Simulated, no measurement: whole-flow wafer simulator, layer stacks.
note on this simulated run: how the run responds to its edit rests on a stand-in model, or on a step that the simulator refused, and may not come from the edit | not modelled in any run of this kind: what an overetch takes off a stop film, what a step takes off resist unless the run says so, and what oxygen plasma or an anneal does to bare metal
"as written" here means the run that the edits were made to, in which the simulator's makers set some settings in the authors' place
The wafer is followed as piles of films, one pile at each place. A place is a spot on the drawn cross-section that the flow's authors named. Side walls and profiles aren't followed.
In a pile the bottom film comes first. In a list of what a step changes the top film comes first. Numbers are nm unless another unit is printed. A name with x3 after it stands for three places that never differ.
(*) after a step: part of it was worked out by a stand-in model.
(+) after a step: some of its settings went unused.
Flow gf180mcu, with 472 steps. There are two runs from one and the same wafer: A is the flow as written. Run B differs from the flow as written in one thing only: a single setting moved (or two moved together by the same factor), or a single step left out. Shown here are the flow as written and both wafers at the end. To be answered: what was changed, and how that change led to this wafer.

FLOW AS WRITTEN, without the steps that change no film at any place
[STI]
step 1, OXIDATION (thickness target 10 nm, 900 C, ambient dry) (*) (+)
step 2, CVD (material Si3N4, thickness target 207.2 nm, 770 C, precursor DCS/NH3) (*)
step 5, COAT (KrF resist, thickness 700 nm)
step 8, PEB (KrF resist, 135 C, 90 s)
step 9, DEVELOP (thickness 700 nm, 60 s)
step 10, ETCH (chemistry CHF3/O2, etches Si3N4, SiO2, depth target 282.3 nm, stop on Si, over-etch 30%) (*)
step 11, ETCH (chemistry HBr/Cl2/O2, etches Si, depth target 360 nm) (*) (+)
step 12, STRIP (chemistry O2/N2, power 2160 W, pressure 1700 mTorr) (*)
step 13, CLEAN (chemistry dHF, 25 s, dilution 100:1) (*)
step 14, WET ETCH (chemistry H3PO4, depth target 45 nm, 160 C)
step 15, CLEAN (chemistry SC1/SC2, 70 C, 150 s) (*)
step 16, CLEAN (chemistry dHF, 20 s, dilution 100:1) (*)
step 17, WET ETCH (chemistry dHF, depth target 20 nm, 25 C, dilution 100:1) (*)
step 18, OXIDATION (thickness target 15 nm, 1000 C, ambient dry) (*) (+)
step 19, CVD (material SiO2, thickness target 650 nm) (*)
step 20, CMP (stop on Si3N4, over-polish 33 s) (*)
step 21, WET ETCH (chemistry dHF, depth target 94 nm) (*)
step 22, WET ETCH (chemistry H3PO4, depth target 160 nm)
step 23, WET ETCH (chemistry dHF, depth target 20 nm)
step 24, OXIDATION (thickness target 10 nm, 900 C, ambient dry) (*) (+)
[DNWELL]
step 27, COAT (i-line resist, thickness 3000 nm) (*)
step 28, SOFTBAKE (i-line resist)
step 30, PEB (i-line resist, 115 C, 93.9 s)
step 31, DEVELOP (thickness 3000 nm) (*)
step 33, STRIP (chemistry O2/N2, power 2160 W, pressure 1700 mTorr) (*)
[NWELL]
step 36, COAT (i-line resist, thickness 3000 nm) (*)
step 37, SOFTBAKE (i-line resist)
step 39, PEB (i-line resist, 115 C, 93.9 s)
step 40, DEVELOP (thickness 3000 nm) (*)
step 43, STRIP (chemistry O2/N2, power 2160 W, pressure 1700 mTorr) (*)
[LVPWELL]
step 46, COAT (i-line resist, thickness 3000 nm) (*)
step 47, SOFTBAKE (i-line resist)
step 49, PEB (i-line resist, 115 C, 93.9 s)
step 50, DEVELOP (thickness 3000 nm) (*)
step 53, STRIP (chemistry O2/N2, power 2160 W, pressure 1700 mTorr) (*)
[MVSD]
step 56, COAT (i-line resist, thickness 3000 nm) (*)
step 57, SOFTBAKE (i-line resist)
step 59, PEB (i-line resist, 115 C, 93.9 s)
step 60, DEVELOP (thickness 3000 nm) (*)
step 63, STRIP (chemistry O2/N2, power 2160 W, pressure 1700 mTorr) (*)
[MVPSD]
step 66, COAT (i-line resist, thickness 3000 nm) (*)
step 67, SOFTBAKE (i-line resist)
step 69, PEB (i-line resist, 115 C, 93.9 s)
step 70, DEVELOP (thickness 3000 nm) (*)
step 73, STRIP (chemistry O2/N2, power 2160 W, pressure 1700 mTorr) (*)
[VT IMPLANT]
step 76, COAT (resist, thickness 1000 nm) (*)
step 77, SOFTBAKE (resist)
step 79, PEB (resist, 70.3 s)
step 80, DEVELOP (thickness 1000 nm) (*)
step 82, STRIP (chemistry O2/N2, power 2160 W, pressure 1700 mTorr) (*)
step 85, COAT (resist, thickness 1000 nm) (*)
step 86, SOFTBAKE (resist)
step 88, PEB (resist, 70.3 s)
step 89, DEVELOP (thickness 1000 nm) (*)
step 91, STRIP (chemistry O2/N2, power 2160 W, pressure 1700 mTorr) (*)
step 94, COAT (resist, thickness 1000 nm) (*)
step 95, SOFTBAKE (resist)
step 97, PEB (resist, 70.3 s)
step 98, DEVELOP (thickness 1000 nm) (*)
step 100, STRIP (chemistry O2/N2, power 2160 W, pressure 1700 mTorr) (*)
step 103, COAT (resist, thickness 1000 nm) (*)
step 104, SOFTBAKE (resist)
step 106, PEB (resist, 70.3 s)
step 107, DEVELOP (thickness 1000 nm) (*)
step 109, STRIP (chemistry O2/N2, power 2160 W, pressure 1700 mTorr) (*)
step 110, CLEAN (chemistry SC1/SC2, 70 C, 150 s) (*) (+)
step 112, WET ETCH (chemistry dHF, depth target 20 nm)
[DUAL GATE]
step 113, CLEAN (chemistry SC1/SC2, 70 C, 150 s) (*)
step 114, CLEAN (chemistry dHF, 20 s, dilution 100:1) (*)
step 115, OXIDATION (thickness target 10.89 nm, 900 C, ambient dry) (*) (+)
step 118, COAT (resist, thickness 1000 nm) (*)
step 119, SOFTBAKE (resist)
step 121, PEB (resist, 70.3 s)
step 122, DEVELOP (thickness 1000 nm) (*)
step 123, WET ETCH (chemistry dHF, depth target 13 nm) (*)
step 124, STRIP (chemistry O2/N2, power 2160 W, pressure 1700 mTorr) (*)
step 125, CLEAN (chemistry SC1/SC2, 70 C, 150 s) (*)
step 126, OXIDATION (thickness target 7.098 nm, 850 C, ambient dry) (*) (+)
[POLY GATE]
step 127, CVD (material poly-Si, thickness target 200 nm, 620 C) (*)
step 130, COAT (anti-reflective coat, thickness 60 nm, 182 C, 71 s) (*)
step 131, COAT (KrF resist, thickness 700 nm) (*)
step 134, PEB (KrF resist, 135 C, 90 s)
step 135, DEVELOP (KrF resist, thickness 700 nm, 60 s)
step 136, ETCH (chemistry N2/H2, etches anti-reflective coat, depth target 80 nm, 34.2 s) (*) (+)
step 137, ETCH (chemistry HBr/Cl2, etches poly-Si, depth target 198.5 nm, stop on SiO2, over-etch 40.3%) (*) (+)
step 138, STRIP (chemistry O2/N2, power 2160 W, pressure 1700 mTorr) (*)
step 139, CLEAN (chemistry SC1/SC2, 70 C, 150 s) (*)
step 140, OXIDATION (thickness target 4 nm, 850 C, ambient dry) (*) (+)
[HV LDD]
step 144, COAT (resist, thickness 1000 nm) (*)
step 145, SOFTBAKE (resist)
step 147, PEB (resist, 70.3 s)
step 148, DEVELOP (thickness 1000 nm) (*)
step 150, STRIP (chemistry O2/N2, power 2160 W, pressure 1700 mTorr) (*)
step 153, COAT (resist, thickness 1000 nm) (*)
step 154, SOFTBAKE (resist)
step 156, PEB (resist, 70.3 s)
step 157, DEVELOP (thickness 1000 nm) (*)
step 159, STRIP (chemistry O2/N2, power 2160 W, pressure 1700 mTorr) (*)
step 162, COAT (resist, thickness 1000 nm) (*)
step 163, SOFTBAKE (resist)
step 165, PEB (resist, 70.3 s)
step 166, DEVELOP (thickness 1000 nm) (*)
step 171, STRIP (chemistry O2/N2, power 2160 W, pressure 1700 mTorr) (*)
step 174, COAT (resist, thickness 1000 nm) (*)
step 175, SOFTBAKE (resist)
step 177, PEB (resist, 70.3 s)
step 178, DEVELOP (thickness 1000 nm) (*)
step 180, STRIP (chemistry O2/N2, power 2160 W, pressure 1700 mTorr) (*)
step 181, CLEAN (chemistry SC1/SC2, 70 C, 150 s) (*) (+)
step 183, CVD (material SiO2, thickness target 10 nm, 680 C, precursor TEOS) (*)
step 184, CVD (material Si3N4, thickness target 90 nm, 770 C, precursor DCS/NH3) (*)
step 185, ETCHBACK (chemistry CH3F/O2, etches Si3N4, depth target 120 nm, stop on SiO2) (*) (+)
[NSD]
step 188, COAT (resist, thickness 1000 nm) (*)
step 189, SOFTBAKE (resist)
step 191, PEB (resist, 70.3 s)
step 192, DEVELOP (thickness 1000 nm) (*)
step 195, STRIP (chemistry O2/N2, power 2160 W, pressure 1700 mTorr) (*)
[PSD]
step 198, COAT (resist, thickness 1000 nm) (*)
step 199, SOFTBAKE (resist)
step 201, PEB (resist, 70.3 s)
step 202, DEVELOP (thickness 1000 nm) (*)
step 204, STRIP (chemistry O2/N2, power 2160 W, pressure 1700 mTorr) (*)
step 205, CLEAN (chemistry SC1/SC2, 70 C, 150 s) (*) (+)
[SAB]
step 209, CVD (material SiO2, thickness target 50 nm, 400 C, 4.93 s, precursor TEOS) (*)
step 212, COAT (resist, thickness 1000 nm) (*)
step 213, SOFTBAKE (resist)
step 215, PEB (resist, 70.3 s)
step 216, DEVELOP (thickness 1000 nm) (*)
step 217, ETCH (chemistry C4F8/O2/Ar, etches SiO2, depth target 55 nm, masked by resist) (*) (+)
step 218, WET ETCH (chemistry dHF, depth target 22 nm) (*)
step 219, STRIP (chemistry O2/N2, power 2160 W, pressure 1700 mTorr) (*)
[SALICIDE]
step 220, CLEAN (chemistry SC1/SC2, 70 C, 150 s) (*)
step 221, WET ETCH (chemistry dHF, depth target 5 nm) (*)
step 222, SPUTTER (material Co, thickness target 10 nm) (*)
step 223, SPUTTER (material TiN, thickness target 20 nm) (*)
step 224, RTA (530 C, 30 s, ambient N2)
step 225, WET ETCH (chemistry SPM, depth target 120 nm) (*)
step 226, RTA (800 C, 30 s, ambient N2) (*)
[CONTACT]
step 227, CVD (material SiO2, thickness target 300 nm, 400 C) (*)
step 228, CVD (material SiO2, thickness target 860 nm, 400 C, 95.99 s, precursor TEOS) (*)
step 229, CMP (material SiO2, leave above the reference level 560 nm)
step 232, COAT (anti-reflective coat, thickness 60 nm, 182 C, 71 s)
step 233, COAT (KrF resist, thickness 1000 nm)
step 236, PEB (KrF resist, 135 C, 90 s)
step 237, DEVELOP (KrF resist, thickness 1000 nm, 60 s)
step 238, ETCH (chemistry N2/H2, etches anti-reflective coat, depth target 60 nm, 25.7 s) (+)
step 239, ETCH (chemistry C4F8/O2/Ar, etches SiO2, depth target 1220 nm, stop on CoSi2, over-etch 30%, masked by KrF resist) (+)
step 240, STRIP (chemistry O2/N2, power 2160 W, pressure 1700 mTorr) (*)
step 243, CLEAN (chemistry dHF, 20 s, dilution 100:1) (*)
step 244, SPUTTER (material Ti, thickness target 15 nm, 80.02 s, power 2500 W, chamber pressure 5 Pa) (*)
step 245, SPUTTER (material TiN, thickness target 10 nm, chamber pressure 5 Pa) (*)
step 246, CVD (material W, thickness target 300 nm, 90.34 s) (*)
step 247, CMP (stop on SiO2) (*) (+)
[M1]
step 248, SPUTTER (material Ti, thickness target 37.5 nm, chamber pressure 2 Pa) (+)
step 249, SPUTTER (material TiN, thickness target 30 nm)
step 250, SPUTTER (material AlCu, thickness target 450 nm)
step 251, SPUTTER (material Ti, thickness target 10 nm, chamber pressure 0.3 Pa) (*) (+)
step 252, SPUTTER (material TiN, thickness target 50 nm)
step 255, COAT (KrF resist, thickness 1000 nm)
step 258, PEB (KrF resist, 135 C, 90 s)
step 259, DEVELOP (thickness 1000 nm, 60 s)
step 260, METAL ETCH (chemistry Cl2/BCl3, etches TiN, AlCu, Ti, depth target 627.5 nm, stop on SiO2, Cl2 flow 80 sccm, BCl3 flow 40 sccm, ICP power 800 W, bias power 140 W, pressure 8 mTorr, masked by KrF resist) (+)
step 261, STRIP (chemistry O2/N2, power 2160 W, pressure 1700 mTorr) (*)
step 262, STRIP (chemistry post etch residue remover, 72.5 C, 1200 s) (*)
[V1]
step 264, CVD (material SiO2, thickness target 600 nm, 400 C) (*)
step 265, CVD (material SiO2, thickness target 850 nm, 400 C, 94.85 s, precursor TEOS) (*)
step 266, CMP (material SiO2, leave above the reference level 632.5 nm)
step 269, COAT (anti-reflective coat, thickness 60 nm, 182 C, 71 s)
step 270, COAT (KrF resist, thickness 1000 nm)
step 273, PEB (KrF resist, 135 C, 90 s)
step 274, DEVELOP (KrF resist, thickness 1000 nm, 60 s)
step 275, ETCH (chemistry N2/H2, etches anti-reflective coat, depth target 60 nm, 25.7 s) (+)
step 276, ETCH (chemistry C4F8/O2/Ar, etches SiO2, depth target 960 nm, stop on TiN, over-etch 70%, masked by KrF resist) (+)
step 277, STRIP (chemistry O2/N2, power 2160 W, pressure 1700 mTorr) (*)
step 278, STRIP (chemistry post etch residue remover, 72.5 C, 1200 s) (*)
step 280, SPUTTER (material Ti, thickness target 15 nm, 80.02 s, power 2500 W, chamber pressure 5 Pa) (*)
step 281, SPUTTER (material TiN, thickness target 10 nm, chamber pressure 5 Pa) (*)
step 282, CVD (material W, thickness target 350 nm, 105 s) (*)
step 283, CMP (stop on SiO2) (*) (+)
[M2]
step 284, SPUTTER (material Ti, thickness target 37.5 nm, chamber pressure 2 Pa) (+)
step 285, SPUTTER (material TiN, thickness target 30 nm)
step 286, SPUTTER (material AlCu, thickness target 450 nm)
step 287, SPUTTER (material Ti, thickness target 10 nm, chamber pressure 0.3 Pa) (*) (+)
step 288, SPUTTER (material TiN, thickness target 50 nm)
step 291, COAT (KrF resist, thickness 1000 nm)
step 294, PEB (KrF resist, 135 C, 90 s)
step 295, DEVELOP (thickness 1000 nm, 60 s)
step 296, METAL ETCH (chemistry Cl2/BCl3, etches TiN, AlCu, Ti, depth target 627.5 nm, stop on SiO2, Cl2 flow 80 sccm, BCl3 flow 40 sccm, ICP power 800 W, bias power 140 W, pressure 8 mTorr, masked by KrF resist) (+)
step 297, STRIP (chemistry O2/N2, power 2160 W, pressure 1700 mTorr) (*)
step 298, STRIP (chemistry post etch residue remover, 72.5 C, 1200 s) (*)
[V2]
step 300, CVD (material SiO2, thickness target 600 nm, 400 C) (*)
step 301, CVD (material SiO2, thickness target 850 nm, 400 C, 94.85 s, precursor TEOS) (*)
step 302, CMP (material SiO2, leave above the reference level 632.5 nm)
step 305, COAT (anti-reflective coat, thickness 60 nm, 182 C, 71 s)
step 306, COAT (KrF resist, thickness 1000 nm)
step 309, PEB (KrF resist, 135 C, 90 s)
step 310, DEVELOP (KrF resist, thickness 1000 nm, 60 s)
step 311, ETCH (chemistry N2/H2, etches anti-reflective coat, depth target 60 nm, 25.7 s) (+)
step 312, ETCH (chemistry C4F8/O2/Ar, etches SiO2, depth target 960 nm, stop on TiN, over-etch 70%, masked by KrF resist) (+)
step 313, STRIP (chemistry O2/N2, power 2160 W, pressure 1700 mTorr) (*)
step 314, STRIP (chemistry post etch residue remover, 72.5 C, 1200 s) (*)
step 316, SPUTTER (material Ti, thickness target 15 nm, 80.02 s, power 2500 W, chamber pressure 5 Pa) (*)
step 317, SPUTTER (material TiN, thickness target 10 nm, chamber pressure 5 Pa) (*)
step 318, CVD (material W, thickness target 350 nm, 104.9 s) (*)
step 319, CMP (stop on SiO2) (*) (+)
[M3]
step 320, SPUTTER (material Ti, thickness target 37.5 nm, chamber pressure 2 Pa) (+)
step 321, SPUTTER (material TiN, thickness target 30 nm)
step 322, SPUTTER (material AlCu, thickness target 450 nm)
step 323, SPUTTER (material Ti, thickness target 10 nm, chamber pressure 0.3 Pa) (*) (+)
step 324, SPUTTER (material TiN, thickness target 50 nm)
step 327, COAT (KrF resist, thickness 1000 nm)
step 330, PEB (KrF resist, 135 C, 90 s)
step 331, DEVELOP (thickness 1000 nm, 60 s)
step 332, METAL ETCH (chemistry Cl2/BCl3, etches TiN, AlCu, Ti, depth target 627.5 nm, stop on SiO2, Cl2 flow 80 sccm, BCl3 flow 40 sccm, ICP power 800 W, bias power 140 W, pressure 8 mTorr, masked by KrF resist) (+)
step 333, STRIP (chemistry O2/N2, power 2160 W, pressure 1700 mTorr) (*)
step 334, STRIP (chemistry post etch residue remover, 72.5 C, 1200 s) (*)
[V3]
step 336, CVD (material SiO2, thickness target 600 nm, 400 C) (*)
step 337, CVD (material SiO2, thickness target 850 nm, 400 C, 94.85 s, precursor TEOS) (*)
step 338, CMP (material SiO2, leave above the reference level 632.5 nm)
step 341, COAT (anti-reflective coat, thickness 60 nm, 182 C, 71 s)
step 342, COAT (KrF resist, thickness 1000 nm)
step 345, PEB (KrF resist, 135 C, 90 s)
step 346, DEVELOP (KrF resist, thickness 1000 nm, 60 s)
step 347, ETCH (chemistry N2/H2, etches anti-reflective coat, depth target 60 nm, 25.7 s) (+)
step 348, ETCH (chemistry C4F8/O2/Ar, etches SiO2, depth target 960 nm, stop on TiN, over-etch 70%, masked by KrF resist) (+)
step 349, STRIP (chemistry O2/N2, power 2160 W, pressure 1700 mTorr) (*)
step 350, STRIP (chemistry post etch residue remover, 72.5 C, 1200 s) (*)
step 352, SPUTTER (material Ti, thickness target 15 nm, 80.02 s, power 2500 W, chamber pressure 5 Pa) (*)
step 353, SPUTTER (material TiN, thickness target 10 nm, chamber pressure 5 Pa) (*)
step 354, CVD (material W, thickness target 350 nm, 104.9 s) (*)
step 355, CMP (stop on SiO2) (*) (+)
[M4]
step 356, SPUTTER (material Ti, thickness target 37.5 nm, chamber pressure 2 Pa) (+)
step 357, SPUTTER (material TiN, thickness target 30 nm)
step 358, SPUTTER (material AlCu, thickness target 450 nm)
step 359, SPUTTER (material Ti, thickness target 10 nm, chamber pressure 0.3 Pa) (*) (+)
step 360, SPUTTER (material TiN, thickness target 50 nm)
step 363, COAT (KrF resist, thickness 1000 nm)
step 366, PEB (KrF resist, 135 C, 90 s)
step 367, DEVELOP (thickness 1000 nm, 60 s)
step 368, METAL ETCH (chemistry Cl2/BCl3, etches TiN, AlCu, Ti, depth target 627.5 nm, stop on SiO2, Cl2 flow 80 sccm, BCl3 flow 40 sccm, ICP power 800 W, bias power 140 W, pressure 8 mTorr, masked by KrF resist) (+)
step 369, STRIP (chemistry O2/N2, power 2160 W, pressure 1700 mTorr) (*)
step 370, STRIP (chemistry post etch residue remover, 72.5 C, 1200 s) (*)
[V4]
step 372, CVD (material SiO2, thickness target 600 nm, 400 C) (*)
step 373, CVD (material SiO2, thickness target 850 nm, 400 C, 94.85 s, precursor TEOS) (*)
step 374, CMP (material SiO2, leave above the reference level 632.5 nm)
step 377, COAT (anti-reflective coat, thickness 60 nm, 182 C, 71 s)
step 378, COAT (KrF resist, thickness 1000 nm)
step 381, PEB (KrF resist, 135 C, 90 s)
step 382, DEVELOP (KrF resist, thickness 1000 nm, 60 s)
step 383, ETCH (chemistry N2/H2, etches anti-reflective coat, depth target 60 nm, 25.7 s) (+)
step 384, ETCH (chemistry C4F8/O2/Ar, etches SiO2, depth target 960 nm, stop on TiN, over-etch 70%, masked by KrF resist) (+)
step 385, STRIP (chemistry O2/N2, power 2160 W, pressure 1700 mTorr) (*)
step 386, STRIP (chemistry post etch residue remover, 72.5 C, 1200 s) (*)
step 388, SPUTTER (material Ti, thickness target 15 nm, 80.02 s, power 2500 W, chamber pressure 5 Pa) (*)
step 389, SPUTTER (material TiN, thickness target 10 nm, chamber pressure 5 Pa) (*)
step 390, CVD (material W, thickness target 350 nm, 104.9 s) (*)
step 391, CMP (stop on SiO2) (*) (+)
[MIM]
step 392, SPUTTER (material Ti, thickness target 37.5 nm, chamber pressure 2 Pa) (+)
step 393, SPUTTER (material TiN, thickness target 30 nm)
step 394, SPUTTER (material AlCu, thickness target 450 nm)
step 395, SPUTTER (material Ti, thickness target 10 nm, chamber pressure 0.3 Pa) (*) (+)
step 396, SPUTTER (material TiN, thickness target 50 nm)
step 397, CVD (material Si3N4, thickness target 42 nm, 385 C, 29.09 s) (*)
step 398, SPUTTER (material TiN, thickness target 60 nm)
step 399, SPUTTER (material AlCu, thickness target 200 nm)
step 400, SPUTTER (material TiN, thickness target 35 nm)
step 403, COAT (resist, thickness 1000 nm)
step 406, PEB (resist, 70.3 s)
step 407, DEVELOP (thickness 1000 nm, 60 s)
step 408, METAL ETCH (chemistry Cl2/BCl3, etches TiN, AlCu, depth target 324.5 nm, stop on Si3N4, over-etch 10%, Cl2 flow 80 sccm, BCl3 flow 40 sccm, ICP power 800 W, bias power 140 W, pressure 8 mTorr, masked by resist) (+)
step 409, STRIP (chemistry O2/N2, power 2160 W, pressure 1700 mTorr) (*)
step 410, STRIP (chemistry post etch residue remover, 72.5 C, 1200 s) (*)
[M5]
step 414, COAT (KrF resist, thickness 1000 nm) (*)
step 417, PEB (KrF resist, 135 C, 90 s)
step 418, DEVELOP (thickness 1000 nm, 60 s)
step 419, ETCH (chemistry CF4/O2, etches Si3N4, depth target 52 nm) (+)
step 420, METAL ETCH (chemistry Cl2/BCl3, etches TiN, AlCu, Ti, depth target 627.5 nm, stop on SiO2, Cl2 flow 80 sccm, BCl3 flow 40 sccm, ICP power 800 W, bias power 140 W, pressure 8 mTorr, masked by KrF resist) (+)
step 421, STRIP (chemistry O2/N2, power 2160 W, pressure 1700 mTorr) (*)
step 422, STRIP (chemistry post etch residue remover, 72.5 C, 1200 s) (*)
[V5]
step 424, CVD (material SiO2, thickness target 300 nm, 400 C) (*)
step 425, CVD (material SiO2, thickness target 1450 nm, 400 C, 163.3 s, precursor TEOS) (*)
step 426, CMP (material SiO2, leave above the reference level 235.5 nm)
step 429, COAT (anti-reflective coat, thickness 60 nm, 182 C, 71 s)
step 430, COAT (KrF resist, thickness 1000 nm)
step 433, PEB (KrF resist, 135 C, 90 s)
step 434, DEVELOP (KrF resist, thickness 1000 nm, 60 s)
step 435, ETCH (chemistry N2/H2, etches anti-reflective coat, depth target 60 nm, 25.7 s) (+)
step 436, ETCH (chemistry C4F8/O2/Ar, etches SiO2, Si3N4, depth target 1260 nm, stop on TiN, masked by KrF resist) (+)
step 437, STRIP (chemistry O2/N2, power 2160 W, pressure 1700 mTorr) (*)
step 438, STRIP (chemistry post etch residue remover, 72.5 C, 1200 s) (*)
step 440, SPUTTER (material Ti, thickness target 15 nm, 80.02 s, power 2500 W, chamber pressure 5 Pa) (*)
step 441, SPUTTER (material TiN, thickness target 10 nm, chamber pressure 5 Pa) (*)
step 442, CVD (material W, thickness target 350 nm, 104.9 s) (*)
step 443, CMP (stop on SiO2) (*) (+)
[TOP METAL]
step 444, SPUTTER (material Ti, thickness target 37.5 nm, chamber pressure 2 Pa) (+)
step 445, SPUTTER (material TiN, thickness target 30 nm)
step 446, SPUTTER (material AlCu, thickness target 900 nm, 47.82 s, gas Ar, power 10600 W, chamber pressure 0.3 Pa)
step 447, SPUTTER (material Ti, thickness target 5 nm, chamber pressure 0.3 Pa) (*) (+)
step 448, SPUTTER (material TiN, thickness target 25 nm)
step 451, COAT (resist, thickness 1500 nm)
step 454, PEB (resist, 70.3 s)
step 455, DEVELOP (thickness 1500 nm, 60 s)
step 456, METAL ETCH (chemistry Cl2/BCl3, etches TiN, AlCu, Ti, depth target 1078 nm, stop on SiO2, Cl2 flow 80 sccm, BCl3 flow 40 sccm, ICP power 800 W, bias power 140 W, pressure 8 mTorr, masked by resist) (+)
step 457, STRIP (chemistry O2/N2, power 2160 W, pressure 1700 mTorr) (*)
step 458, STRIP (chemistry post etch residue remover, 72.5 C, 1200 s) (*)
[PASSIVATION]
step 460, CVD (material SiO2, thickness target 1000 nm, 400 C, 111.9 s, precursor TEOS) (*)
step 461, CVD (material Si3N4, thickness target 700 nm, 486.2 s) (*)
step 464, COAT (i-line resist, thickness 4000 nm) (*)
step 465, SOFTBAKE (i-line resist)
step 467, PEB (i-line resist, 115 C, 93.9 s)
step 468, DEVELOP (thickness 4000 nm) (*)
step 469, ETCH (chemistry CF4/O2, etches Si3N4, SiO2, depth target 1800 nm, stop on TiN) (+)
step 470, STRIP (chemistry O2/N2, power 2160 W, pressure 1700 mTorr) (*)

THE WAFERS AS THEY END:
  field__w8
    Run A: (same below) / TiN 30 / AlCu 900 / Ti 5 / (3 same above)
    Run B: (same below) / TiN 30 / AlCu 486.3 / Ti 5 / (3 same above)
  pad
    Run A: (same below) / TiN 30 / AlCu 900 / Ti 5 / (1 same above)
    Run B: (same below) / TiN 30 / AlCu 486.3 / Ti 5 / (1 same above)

What caused this: step 446, SPUTTER: 26.3 s was run, whereas the flow has 47.82 s.

How this came from the change, step by step:
  step 446, SPUTTER (material AlCu, thickness target 900 nm, 47.82 s, gas Ar, power 10600 W, chamber pressure 0.3 Pa)
      field, field__w1, field__w2 and 109 more: A +900 AlCu (new film) | B +486.3 AlCu (new film)
  step 456, METAL ETCH (chemistry Cl2/BCl3, etches TiN, AlCu, Ti, depth target 1078 nm, stop on SiO2, Cl2 flow 80 sccm, BCl3 flow 40 sccm, ICP power 800 W, bias power 140 W, pressure 8 mTorr, masked by resist) (+)
      field, field__w1, field__w2 and 103 more: A -25 TiN (all of it), -5 Ti (all of it), -900 AlCu (all of it), -30 TiN (all of it), -37.5 Ti (all of it) | B -25 TiN (all of it), -5 Ti (all of it), -486.3 AlCu (all of it), -30 TiN (all of it), -37.5 Ti (all of it)
      field__w8, contact, m1, m1__w1, pad, m1_nw: A -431 resist | B -350.3 resist
  step 457, STRIP (chemistry O2/N2, power 2160 W, pressure 1700 mTorr) (*)
      field__w8, contact, m1, m1__w1, pad, m1_nw: A -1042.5 resist (all of it) | B -1123.2 resist (all of it)
  step 464, COAT (i-line resist, thickness 4000 nm) (*)
      field: A +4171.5 i-line resist (new film) | B +4087.2 i-line resist (new film)
      field__w8: A +3093.1 i-line resist (new film) | B +3462.7 i-line resist (new film)
      (also at 7 further places)
  step 465, SOFTBAKE (i-line resist)
      gate: A +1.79 i-line resist | B -0.95 i-line resist
      field__w11, field__w13: A +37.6 i-line resist | B +18.3 i-line resist
      (also at 66 further places)
  step 467, PEB (i-line resist, 115 C, 93.9 s)
      field__w8, m1__w1: A -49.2 i-line resist | B -56.8 i-line resist
      contact, m1: A -49.6 i-line resist | B -57 i-line resist
      (also at 2 further places)
  step 468, DEVELOP (thickness 4000 nm) (*)
      pad: A -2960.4 i-line resist (all of it) | B -3363.4 i-line resist (all of it)
  step 470, STRIP (chemistry O2/N2, power 2160 W, pressure 1700 mTorr) (*)
      field__w8, m1__w1: A -1775.9 i-line resist (all of it) | B -2172.5 i-line resist (all of it)
      contact: A -1798.3 i-line resist (all of it) | B -2182.9 i-line resist (all of it)
      (also at 2 further places)
